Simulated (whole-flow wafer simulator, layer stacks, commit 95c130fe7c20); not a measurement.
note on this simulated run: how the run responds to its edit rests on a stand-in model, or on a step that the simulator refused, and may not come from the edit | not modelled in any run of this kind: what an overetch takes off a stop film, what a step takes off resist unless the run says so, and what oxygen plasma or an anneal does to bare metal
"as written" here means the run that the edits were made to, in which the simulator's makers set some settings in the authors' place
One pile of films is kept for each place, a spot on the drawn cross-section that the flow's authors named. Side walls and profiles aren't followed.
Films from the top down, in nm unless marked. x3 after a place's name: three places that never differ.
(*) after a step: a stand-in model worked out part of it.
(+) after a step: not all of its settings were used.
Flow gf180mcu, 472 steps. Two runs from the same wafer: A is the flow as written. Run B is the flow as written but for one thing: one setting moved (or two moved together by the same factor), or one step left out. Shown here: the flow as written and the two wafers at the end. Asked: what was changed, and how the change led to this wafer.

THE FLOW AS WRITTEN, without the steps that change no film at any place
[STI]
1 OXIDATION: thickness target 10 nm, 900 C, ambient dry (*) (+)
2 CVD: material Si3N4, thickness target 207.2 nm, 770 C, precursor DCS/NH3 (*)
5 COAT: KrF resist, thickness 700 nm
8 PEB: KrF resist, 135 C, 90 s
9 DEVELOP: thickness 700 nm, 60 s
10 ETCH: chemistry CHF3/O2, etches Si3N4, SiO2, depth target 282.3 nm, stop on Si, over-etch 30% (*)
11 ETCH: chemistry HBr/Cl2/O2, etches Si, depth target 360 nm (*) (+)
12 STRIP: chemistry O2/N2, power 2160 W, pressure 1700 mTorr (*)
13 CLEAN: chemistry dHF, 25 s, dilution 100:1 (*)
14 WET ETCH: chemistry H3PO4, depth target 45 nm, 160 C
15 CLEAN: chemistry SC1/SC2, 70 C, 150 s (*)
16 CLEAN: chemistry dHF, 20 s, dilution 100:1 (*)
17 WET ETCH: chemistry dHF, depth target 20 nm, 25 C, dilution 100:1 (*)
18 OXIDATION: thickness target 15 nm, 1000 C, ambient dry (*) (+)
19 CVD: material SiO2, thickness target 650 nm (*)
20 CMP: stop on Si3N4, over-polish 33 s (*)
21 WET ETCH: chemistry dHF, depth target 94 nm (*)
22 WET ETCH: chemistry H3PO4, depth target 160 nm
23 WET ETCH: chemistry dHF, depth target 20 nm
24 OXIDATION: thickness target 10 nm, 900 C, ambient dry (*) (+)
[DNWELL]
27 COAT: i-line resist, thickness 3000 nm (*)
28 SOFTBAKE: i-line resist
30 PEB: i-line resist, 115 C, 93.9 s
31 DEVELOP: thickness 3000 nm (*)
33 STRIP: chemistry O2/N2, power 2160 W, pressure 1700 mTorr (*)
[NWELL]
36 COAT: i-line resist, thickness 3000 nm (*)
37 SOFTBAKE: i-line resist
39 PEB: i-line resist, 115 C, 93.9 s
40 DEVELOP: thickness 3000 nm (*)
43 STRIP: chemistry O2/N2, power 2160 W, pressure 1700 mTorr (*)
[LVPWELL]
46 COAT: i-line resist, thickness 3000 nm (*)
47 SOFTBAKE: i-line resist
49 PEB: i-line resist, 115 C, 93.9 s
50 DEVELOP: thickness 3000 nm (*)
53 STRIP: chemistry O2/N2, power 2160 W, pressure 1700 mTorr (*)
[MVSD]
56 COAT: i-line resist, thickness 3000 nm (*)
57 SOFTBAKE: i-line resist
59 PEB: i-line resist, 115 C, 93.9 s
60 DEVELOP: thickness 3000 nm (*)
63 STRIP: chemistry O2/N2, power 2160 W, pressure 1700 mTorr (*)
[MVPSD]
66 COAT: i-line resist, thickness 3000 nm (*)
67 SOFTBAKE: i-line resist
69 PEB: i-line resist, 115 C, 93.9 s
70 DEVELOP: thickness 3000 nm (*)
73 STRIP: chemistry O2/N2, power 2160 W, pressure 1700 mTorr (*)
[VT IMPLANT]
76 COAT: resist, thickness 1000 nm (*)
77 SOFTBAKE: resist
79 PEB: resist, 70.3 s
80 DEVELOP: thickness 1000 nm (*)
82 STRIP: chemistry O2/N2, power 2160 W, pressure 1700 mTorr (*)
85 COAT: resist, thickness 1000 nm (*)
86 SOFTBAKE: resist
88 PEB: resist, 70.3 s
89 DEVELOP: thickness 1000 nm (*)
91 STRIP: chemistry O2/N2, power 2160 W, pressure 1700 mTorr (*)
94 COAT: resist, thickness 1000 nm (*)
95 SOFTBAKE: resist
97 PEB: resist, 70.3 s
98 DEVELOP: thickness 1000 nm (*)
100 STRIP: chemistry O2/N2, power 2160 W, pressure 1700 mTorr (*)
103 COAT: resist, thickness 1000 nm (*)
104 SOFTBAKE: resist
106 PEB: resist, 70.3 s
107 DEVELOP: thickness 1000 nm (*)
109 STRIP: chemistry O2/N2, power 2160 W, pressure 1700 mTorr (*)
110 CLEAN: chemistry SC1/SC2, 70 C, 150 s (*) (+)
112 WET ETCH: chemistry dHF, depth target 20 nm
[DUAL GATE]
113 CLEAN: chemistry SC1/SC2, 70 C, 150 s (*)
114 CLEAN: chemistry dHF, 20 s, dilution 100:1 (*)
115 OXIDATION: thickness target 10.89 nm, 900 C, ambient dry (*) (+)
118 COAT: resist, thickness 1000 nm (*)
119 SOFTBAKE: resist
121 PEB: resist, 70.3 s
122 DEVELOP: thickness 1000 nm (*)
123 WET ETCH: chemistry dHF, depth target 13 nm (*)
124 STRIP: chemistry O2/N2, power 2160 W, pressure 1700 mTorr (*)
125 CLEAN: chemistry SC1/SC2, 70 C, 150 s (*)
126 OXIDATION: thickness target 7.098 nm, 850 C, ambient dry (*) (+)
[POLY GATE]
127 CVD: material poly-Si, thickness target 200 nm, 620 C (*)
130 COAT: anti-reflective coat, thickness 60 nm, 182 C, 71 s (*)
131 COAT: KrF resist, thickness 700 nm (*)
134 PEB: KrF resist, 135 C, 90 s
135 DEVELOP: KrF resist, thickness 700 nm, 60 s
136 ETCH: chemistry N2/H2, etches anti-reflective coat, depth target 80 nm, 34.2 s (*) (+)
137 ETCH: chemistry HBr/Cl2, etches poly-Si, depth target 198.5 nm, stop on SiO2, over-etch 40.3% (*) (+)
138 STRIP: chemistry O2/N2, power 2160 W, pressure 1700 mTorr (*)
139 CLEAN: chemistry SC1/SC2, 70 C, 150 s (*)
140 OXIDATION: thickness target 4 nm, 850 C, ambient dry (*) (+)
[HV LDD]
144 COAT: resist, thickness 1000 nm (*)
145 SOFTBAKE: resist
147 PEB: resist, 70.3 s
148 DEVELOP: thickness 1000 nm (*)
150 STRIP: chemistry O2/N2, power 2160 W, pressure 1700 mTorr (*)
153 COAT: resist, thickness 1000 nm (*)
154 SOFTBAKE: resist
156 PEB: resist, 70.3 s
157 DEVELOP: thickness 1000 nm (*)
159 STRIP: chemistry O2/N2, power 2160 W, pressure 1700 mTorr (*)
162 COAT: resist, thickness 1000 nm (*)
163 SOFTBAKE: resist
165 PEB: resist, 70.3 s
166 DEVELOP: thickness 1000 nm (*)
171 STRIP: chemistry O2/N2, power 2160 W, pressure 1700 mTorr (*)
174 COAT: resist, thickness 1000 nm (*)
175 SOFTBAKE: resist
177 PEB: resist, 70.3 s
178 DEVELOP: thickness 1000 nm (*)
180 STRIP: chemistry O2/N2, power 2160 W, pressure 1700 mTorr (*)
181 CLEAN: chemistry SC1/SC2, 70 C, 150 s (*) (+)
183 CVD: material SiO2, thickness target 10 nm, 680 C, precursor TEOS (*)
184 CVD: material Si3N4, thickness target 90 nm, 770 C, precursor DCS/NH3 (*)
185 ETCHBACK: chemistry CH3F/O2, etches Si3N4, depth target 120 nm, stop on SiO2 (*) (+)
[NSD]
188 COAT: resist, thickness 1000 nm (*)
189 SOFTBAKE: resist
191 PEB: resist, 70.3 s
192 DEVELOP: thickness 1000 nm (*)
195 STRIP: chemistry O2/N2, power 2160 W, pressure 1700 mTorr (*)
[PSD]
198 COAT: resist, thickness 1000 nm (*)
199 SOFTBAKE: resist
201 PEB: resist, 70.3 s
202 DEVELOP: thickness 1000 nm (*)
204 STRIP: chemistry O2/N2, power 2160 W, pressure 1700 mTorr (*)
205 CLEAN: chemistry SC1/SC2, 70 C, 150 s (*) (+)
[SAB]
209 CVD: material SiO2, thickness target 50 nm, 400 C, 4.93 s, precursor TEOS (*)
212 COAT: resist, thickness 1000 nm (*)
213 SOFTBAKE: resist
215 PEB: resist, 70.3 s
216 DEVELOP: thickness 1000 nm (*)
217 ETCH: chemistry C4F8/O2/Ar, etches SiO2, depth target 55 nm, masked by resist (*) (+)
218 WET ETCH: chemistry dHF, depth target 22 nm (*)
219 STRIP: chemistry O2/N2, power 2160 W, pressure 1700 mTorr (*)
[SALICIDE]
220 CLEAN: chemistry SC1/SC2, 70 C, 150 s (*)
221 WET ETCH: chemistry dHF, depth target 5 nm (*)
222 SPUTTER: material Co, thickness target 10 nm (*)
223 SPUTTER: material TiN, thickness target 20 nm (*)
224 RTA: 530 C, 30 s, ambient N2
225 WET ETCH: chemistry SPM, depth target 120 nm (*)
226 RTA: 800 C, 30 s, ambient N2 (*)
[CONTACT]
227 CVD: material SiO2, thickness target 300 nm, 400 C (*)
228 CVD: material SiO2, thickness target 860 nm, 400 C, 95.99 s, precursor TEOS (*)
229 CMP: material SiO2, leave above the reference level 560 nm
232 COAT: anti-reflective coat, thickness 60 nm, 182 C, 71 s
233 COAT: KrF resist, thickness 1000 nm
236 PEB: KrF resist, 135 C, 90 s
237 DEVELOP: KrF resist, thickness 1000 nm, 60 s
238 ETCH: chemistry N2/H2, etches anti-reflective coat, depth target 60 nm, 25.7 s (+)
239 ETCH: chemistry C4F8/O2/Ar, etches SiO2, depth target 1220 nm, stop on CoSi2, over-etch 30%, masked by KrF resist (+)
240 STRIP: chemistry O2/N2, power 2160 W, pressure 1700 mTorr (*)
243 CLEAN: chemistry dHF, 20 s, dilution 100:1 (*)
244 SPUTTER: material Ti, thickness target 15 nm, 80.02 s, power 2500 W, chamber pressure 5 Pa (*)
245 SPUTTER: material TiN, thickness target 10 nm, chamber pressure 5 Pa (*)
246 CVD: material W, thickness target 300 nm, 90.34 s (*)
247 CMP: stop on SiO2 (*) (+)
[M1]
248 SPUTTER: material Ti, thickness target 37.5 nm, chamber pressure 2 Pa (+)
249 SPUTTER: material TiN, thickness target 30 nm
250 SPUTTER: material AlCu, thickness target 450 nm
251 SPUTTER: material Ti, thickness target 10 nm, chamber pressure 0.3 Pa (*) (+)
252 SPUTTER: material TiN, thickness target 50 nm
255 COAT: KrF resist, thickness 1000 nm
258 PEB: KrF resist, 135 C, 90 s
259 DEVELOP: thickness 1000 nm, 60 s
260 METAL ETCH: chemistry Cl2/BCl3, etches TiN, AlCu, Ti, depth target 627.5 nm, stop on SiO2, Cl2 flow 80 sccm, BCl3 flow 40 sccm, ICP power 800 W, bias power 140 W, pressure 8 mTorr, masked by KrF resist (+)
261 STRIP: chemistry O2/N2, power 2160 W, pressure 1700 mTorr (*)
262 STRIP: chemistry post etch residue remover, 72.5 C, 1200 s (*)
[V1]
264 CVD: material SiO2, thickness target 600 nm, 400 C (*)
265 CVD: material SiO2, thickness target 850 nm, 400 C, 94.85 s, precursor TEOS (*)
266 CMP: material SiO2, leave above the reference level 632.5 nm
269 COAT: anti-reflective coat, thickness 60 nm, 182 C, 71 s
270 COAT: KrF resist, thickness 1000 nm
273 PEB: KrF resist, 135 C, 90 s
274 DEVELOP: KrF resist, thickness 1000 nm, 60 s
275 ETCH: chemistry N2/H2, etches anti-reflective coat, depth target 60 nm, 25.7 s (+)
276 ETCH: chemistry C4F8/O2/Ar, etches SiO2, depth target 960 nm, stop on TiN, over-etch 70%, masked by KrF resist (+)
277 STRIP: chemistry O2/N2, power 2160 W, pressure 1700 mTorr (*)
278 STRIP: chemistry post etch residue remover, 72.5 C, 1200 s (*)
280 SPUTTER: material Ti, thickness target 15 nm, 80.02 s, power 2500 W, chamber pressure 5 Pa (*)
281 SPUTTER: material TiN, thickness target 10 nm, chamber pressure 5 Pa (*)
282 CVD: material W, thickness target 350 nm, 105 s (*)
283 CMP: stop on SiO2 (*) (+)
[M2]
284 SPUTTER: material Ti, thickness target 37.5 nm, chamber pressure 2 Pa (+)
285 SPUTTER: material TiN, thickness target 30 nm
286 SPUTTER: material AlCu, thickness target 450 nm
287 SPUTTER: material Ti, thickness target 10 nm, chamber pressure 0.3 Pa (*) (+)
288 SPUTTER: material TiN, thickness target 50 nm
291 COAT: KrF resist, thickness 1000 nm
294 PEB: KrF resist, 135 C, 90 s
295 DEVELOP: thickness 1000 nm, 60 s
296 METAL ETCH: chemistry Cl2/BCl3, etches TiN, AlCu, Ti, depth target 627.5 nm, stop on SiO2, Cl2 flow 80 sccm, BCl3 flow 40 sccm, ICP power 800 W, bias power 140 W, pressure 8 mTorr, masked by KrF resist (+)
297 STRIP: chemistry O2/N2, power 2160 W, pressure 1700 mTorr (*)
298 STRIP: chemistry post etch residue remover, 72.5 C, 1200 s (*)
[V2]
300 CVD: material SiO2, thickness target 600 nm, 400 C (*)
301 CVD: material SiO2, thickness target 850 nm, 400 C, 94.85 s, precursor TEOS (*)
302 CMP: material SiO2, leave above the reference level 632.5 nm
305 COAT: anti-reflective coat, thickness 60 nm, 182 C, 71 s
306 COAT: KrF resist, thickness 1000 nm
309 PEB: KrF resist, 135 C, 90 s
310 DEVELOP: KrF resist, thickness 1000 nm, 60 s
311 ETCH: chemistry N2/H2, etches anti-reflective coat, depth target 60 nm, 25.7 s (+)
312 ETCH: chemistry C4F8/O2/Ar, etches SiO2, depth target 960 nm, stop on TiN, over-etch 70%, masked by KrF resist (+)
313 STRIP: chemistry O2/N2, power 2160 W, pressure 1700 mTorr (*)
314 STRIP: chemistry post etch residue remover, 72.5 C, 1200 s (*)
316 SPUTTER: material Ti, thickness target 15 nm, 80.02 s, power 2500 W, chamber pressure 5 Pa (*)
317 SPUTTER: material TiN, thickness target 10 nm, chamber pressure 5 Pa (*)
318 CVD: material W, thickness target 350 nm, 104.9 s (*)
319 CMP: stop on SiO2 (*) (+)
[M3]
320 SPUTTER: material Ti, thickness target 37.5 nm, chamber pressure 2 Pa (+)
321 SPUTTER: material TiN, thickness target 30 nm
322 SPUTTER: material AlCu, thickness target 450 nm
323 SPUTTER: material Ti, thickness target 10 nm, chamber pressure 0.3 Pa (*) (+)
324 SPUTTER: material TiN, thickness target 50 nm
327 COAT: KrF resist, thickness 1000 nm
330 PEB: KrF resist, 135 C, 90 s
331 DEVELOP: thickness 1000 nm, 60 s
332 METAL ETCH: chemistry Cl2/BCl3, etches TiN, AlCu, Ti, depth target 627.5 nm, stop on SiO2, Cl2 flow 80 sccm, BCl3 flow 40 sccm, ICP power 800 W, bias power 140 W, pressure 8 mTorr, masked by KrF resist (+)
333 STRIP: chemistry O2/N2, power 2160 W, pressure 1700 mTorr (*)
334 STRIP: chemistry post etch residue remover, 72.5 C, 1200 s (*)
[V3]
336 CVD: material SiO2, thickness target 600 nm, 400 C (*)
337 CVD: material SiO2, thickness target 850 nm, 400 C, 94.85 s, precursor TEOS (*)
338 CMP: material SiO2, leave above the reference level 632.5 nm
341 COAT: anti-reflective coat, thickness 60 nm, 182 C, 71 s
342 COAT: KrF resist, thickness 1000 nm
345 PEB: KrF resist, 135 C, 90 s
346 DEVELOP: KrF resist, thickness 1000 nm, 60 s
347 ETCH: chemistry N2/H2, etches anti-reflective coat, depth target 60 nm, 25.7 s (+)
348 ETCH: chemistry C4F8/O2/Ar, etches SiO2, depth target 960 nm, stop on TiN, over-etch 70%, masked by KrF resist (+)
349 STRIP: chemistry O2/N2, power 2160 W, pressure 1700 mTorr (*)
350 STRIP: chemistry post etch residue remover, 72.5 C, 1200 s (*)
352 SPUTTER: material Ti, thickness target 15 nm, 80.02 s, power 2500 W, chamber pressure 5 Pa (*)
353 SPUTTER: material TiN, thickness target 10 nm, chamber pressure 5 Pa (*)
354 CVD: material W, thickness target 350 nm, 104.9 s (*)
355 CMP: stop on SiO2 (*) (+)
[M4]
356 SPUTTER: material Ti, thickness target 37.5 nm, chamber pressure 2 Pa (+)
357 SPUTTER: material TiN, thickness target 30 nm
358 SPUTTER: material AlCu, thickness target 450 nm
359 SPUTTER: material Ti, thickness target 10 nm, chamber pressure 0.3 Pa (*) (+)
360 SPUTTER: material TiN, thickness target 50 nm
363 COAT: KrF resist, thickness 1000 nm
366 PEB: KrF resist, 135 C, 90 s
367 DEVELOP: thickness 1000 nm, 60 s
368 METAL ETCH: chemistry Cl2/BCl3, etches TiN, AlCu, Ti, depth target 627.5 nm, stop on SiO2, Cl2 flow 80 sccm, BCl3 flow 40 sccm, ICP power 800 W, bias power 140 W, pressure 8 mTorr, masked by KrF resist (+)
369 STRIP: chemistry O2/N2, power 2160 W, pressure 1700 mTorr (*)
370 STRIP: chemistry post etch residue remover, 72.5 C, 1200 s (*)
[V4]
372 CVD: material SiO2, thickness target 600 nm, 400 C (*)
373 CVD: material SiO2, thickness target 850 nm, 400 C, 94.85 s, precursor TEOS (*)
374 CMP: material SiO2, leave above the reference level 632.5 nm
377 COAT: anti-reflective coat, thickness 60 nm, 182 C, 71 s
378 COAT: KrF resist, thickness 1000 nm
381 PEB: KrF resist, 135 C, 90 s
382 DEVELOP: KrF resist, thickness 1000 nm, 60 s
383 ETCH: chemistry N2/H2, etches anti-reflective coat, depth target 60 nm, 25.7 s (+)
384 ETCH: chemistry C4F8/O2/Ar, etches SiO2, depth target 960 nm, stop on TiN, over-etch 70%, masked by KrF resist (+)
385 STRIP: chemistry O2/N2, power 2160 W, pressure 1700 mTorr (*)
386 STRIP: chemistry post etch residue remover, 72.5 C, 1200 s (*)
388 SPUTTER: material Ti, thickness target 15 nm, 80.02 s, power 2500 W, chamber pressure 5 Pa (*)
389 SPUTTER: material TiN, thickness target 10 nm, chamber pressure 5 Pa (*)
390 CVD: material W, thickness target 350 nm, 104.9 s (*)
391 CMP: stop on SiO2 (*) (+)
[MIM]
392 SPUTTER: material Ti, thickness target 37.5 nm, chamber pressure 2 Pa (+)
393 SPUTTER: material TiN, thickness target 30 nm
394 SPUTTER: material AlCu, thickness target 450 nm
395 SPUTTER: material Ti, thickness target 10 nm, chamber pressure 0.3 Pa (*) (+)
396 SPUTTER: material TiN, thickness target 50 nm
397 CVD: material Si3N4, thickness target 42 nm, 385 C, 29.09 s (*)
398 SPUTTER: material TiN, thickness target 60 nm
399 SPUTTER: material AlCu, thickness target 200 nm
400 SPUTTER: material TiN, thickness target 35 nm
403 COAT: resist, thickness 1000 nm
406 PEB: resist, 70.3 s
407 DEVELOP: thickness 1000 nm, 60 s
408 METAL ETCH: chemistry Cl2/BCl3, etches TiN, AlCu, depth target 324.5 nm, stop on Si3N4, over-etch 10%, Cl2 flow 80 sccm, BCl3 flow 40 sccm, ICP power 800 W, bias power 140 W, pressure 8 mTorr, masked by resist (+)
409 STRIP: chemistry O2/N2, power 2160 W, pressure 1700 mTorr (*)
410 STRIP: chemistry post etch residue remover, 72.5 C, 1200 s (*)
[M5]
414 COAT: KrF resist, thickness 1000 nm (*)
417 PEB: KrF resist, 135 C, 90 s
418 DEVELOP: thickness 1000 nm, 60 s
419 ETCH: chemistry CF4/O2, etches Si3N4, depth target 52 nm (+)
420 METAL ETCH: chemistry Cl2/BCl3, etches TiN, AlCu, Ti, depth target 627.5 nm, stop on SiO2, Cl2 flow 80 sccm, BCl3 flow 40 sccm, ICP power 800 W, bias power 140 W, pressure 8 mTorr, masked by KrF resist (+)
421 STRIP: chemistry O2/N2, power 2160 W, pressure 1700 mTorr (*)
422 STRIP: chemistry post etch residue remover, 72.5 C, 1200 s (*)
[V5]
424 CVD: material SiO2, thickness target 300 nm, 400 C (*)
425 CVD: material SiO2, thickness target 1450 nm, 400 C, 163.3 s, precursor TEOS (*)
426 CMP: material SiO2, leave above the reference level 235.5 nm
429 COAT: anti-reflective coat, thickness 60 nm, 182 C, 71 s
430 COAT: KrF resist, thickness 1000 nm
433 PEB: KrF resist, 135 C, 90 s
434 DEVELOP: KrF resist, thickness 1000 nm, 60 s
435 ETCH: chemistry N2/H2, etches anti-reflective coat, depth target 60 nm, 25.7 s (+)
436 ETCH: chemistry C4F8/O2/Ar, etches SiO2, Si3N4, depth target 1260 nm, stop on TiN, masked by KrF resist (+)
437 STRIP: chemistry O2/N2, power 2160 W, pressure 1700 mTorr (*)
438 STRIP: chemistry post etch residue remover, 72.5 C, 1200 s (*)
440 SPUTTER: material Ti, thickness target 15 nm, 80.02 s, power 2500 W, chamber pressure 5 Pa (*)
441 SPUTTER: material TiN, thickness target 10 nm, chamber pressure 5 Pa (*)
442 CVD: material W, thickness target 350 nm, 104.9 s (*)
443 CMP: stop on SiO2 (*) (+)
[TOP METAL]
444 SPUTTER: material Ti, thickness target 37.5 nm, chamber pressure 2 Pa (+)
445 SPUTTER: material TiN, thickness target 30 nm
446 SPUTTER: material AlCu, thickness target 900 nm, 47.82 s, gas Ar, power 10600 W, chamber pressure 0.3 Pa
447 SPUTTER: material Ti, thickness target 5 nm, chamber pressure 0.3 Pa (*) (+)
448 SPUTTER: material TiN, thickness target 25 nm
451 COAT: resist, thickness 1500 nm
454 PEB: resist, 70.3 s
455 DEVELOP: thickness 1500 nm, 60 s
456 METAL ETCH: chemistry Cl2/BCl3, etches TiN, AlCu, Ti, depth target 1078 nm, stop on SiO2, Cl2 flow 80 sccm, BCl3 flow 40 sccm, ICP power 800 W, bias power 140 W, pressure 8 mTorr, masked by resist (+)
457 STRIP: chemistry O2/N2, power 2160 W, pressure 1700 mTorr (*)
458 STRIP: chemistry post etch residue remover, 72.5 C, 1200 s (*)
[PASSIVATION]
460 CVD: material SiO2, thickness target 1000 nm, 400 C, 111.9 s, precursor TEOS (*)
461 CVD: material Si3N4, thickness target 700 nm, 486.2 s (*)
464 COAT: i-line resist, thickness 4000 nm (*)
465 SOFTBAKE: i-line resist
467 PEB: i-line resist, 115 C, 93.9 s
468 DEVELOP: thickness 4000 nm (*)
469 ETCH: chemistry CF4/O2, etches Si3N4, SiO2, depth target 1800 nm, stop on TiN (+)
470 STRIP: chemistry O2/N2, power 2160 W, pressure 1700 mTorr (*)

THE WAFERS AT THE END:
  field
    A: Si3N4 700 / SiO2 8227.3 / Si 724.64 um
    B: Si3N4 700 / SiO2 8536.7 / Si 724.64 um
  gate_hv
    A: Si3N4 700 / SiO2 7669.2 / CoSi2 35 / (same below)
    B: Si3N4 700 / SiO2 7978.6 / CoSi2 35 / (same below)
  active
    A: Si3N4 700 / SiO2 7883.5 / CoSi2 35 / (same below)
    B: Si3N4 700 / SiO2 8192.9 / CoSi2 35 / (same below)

The cause: step 302, CMP: leave above the reference level 942.4 nm was run, where the flow has leave above the reference level 632.5 nm.

How the change led to this, step by step:
  302 CMP: material SiO2, leave above the reference level 632.5 nm
      field, field__w1, field__w2 and 103 more: A SiO2 -300 | B nothing
      field__w8, contact, m1, m1__w1, m1_nw: A SiO2 -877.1 | B SiO2 -567.2
  305 COAT: anti-reflective coat, thickness 60 nm, 182 C, 71 s
      field: A anti-reflective coat +60 (new film) | B anti-reflective coat +63.8 (new film)
      field__w8: A anti-reflective coat +60 (new film) | B anti-reflective coat +54.2 (new film)
      (and at 10 more places)
  311 ETCH: chemistry N2/H2, etches anti-reflective coat, depth target 60 nm, 25.7 s (+)
      contact: A anti-reflective coat -60 (all of it), SiO2 -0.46 | B anti-reflective coat -54.1 (all of it), SiO2 -0.61
  312 ETCH: chemistry C4F8/O2/Ar, etches SiO2, depth target 960 nm, stop on TiN, over-etch 70%, masked by KrF resist (+)
      contact: A SiO2 -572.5 (all of it) | B SiO2 -882.2 (all of it)
  313 STRIP: chemistry O2/N2, power 2160 W, pressure 1700 mTorr (*)
      field: A KrF resist -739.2 (all of it), anti-reflective coat -60 (all of it) | B KrF resist -737.1 (all of it), anti-reflective coat -63.8 (all of it)
      field__w8: A KrF resist -739.2 (all of it), anti-reflective coat -60 (all of it) | B KrF resist -738.3 (all of it), anti-reflective coat -54.2 (all of it)
      (and at 9 more places)
  316 SPUTTER: material Ti, thickness target 15 nm, 80.02 s, power 2500 W, chamber pressure 5 Pa (*)
      contact: A Ti +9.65 (new film) | B Ti +8.11 (new film)
  317 SPUTTER: material TiN, thickness target 10 nm, chamber pressure 5 Pa (*)
      contact: A TiN +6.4 (new film) | B TiN +5.38 (new film)
  318 CVD: material W, thickness target 350 nm, 104.9 s (*)
      contact: A W +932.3 (new film) | B W +1234.8 (new film)
  319 CMP: stop on SiO2 (*) (+)
      field__w8, m1, m1__w1, m1_nw: A W -350 (all of it), TiN -10 (all of it), Ti -15 (all of it), SiO2 -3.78 | B W -350 (all of it), TiN -10 (all of it), Ti -15 (all of it), SiO2 -4.29
  338 CMP: material SiO2, leave above the reference level 632.5 nm
      field, field__w1, field__w2 and 103 more: A SiO2 -300 | B SiO2 -290.6
